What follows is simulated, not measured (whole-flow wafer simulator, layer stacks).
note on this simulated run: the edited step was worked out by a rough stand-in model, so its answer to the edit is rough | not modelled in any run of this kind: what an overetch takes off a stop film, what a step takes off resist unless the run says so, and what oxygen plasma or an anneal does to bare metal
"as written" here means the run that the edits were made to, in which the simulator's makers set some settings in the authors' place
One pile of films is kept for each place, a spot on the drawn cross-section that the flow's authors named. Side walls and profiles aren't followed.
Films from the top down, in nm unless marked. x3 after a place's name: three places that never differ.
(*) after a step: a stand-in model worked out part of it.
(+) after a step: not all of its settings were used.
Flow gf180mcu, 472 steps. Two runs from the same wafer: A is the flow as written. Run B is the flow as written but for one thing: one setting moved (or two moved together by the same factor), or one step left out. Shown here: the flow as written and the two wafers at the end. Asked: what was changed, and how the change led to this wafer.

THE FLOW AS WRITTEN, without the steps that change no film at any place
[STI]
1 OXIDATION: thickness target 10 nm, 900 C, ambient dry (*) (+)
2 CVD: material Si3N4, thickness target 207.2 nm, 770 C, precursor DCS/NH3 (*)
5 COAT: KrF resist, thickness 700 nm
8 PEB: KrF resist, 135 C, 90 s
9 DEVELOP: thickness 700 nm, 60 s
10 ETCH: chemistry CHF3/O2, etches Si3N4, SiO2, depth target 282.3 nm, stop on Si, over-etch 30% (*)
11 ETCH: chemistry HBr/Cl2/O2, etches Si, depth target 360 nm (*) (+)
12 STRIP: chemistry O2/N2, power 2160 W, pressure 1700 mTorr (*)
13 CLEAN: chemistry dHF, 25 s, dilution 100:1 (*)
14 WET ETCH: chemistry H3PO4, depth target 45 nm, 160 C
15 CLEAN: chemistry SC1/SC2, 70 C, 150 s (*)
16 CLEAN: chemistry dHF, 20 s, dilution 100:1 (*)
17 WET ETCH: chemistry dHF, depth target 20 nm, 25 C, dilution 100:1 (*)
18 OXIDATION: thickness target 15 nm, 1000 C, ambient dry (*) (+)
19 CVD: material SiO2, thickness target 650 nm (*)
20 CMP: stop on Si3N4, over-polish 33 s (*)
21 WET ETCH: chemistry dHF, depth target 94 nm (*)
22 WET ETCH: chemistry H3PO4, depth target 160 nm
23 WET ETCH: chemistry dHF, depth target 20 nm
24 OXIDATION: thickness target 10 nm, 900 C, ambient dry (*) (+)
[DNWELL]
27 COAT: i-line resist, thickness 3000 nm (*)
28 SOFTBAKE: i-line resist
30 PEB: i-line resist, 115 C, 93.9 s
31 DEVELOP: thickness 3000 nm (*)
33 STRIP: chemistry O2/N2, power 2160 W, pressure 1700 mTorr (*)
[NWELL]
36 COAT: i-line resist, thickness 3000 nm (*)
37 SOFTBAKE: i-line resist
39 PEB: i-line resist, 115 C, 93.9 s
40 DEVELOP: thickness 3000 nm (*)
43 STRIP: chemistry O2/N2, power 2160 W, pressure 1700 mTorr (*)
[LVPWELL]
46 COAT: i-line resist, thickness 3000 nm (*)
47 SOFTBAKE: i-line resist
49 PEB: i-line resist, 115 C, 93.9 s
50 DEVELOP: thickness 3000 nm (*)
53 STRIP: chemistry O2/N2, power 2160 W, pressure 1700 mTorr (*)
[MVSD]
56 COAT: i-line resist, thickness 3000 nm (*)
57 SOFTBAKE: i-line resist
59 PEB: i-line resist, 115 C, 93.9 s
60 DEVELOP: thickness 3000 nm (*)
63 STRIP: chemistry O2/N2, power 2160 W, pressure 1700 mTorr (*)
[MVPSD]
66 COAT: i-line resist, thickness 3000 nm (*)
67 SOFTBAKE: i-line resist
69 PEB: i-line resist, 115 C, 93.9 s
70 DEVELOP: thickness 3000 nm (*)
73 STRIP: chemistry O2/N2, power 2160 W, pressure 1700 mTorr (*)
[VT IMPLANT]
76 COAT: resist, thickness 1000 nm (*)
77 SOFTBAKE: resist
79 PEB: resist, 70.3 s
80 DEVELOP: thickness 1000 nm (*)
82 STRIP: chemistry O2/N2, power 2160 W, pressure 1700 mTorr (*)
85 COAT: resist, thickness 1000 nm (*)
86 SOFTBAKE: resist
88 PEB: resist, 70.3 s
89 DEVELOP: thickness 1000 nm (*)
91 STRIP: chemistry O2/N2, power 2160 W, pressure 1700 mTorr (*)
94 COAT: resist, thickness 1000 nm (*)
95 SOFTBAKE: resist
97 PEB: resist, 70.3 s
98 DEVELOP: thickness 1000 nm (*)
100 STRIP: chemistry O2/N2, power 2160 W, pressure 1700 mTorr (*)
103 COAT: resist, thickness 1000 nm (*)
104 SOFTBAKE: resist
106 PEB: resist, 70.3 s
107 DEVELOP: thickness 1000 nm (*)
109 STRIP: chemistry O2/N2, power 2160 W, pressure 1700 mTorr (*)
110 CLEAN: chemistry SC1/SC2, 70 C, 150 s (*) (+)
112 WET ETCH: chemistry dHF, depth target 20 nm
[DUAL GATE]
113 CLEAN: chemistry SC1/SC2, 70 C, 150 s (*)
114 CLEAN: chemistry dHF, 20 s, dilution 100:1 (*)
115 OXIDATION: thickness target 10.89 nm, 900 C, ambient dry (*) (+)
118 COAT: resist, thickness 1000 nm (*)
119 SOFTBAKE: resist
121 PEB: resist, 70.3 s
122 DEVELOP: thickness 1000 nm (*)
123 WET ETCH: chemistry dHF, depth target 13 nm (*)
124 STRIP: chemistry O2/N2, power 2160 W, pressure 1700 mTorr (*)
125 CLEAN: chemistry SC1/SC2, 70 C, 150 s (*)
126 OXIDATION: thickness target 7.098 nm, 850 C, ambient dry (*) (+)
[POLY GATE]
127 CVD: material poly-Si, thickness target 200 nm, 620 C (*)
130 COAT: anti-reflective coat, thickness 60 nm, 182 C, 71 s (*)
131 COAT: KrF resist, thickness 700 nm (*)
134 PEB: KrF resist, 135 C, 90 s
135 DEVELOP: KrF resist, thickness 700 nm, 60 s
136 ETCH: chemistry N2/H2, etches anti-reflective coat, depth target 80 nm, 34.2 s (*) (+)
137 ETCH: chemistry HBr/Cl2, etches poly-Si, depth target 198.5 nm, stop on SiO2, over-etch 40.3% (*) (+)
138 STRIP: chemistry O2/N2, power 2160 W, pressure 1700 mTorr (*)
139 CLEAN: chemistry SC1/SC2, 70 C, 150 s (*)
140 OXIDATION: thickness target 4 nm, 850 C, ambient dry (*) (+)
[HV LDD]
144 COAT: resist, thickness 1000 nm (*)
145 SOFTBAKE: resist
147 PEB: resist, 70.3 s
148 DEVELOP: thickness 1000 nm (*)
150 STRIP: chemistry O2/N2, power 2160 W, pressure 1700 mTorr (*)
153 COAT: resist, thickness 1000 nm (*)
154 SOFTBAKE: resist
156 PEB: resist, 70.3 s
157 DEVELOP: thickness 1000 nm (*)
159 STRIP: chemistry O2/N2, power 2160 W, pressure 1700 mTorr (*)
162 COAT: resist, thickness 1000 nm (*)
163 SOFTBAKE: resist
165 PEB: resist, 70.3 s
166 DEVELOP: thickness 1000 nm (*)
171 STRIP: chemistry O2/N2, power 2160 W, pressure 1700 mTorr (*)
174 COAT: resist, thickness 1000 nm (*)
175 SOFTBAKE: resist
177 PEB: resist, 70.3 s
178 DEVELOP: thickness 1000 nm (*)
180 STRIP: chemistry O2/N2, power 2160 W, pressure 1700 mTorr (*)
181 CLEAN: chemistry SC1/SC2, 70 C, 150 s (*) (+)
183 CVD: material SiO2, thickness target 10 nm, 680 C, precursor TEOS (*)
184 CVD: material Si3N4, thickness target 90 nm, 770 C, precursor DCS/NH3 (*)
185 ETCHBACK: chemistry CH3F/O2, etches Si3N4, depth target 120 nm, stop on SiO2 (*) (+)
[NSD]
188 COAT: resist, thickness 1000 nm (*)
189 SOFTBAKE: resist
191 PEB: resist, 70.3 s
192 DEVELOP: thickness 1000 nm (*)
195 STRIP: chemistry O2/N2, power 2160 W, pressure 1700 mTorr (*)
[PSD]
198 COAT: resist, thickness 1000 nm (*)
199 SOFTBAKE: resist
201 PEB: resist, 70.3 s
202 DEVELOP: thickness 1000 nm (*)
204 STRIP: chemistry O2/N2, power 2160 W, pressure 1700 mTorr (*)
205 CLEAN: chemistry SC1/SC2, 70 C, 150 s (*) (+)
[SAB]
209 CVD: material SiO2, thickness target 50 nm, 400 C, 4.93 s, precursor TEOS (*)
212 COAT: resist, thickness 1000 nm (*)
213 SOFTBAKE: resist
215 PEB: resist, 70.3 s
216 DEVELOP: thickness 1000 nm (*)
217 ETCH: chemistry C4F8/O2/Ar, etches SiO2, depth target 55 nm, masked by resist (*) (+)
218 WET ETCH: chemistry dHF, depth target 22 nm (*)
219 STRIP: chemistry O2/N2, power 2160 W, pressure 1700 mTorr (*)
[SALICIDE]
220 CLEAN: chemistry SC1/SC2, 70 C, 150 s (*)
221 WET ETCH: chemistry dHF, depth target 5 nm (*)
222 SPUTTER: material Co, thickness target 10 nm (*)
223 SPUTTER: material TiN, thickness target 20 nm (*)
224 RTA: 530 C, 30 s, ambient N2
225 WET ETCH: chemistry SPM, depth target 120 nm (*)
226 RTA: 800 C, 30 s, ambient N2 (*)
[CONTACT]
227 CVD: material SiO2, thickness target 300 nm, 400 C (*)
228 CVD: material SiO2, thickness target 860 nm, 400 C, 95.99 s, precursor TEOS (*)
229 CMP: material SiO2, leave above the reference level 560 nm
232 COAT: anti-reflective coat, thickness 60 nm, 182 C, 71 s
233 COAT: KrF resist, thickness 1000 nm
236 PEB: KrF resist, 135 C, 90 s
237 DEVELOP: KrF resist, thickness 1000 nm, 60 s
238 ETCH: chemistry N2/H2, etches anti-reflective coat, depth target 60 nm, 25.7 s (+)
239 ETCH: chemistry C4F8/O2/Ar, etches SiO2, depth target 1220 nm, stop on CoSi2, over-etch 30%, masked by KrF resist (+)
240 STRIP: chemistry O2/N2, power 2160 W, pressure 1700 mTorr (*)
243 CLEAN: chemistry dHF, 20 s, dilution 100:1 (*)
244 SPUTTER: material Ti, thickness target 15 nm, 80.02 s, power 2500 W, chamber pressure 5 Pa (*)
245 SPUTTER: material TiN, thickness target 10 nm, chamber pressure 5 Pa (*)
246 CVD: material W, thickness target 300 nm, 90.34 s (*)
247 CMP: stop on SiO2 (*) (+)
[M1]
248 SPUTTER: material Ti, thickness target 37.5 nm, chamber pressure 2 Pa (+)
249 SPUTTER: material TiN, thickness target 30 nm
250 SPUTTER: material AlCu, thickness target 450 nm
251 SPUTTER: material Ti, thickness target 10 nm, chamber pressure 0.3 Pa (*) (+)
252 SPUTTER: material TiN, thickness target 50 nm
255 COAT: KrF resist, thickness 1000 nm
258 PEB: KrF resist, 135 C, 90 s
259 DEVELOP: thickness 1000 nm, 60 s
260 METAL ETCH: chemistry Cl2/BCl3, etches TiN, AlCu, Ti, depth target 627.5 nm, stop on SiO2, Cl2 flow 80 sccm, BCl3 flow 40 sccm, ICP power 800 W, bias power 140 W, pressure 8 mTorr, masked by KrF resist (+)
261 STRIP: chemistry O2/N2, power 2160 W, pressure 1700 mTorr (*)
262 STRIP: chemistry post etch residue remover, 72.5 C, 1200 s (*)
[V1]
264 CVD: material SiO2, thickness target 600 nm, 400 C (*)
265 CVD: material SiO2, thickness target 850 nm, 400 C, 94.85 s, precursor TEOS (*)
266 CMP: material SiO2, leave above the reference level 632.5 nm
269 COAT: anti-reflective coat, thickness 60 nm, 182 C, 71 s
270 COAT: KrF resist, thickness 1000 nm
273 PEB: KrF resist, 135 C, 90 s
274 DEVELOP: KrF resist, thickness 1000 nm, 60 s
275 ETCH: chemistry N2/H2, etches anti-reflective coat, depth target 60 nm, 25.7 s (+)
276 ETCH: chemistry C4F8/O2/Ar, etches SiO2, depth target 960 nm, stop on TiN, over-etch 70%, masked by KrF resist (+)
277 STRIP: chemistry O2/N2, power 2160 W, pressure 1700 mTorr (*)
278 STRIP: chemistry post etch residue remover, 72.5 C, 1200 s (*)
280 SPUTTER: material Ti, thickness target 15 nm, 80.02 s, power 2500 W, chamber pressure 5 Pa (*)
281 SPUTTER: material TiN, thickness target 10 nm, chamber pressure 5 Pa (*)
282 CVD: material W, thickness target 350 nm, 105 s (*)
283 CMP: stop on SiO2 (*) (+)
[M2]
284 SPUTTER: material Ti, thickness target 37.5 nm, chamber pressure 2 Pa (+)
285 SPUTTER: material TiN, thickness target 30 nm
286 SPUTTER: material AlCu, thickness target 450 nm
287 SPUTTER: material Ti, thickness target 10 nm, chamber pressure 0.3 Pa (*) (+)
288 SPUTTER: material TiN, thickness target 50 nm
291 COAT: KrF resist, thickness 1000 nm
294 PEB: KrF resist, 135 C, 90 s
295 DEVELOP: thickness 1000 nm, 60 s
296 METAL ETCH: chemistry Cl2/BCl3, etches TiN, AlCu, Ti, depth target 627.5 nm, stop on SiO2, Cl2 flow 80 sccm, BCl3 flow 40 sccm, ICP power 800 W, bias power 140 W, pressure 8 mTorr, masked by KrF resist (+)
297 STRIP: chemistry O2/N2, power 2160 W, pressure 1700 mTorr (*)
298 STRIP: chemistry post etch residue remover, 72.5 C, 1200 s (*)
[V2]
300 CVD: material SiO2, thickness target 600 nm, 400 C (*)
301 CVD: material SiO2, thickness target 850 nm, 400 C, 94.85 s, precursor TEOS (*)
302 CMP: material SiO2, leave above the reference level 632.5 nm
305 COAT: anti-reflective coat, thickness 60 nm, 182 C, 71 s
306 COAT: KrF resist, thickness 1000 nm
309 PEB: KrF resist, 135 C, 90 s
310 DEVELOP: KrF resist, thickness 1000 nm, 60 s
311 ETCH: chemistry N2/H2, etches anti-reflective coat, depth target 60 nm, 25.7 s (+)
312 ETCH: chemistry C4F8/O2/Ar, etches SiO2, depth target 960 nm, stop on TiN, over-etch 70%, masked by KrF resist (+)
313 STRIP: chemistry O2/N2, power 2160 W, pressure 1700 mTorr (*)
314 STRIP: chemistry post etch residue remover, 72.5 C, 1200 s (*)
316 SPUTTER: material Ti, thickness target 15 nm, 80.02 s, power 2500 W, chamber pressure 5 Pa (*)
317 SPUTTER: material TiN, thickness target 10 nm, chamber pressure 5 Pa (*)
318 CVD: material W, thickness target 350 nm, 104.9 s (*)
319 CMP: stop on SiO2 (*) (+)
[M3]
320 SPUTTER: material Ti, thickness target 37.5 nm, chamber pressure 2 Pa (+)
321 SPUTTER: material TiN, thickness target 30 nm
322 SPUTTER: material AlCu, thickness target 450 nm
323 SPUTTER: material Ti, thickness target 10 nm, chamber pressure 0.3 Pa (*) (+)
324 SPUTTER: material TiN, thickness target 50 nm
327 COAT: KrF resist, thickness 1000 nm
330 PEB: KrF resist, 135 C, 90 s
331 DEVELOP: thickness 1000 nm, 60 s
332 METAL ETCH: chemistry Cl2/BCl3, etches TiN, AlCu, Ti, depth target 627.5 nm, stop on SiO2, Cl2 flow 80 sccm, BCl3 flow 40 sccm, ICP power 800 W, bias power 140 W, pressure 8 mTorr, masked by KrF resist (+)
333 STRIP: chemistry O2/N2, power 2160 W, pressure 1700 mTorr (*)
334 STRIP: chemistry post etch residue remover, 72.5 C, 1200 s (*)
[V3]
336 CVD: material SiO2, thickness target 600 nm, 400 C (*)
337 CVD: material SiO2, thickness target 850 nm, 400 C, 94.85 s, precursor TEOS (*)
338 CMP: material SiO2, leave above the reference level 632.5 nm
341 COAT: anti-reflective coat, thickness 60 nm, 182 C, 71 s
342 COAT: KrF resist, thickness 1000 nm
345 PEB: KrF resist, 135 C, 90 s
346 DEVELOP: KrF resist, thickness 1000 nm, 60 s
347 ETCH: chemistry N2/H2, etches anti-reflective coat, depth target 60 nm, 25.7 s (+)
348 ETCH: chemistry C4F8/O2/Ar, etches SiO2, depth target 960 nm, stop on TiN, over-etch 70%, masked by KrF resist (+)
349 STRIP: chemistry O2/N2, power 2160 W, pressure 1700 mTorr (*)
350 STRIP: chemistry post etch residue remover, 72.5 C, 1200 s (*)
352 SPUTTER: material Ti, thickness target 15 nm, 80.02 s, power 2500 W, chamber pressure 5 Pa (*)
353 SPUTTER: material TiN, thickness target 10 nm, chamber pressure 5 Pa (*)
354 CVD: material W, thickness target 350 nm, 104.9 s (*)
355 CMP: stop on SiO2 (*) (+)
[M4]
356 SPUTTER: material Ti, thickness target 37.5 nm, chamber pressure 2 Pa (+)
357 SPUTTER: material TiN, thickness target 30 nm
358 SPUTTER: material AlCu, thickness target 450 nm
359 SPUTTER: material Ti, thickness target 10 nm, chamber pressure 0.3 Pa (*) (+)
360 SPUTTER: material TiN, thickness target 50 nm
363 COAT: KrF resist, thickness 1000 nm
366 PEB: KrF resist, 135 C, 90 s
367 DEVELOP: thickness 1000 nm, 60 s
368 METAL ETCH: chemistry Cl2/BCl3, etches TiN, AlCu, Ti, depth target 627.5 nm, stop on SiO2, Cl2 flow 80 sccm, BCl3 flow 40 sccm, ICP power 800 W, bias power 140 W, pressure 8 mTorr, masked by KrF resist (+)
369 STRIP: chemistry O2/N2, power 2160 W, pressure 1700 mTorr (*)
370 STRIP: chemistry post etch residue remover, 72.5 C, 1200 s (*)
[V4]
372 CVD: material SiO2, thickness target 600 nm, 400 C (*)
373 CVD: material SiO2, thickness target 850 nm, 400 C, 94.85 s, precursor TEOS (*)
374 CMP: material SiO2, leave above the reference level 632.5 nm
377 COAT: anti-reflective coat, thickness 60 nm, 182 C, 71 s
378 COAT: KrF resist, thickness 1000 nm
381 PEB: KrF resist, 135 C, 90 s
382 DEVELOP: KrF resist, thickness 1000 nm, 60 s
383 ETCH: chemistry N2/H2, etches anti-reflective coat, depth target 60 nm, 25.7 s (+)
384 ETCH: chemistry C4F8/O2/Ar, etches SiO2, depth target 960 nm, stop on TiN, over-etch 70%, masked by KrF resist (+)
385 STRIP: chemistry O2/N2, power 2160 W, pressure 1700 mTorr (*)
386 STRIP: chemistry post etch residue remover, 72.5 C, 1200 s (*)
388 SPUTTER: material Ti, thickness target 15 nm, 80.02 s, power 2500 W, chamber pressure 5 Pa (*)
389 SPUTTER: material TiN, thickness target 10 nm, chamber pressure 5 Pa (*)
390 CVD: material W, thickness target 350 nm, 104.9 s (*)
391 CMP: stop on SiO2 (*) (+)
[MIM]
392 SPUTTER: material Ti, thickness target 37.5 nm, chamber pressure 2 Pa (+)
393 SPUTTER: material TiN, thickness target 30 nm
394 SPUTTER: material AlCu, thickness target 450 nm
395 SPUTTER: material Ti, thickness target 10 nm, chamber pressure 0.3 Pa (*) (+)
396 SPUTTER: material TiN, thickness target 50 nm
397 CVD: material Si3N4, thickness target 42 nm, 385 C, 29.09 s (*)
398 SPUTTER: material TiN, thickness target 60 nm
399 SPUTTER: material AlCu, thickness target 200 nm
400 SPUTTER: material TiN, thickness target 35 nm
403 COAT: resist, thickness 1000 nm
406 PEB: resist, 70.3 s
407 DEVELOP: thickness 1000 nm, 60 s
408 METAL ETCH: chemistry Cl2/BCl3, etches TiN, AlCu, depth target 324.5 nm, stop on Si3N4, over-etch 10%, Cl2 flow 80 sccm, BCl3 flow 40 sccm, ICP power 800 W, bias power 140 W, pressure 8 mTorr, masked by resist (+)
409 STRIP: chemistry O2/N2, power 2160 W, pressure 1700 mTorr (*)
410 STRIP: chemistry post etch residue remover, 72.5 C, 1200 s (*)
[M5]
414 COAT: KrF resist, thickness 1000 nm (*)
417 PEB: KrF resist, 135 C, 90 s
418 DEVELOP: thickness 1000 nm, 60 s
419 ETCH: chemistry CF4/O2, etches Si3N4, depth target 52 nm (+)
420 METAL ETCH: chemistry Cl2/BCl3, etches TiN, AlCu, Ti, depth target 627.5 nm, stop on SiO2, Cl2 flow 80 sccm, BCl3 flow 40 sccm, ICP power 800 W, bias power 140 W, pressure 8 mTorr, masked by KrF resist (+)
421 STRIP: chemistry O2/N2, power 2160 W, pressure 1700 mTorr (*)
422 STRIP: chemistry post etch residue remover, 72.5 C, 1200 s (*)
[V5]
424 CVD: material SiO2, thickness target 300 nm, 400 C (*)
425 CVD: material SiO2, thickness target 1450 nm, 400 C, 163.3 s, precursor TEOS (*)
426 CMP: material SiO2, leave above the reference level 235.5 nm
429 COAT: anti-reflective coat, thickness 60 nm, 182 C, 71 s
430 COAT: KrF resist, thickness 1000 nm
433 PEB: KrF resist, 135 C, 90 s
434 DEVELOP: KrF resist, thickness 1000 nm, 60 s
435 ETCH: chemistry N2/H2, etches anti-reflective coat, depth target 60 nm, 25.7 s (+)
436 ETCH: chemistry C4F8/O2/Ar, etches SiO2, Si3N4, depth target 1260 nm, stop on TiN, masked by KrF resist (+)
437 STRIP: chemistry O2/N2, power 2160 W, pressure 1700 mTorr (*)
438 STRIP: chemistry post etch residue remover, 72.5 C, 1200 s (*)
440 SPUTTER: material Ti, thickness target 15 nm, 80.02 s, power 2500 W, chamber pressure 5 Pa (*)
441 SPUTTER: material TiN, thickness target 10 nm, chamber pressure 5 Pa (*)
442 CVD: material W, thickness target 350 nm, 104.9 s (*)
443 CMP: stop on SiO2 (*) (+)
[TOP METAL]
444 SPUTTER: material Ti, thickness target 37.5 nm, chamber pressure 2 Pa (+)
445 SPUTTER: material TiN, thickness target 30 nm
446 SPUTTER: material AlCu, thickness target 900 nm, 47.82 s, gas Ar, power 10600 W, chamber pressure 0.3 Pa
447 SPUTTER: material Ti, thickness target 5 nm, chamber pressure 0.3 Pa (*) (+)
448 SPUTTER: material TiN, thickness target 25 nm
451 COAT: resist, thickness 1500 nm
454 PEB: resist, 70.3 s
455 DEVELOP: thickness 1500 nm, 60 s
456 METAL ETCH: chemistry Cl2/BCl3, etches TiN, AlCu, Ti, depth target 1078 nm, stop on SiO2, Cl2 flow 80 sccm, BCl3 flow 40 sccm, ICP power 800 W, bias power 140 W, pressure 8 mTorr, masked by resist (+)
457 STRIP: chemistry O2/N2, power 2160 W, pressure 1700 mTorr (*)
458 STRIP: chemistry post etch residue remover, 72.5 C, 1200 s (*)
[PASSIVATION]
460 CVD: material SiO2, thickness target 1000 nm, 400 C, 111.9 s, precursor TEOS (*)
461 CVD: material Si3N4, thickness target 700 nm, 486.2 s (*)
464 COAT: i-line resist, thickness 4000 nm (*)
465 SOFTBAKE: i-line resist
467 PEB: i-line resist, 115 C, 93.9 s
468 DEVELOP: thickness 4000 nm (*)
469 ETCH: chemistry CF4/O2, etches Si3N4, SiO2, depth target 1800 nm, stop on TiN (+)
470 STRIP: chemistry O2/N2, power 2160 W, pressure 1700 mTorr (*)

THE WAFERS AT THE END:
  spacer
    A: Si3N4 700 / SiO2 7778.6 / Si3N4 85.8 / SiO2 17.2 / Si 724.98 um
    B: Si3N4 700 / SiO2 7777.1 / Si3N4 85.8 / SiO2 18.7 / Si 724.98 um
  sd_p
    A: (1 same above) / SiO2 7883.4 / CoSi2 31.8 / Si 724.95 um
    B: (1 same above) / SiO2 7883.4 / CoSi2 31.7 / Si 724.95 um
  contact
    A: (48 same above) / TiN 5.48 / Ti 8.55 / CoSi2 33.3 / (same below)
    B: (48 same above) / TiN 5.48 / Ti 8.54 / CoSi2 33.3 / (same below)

The cause: step 183, CVD: thickness target 11.5 nm was run, where the flow has thickness target 10 nm.

How the change led to this, step by step:
  183 CVD: material SiO2, thickness target 10 nm, 680 C, precursor TEOS (*)
      field, field__w1, field__w2 and 99 more: A SiO2 +10 | B SiO2 +11.5
      ld_drift_p: A SiO2 +9.87 | B SiO2 +11.4
      (and at 1 more place)
  189 SOFTBAKE: resist
      field__w9: A resist +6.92 | B resist -3.06
      active_hv: A resist +2.68 | B resist -0.51
      (and at 2 more places)
  199 SOFTBAKE: resist
      field__w9: A resist +6.92 | B resist -3.06
      active_hv: A resist +2.68 | B resist -0.51
      (and at 2 more places)
  218 WET ETCH: chemistry dHF, depth target 22 nm (*)
      gate, gate_hv, gate_p and 23 more: A SiO2 -5.48 (all of it) | B SiO2 -6.98 (all of it)
      active, p_well, sd_n, iso_ptap_pw, iso_ntap_nw, iso_ptap_sub, vpnp_e: A SiO2 -9.01 (all of it) | B SiO2 -10.5 (all of it)
      (and at 16 more places)
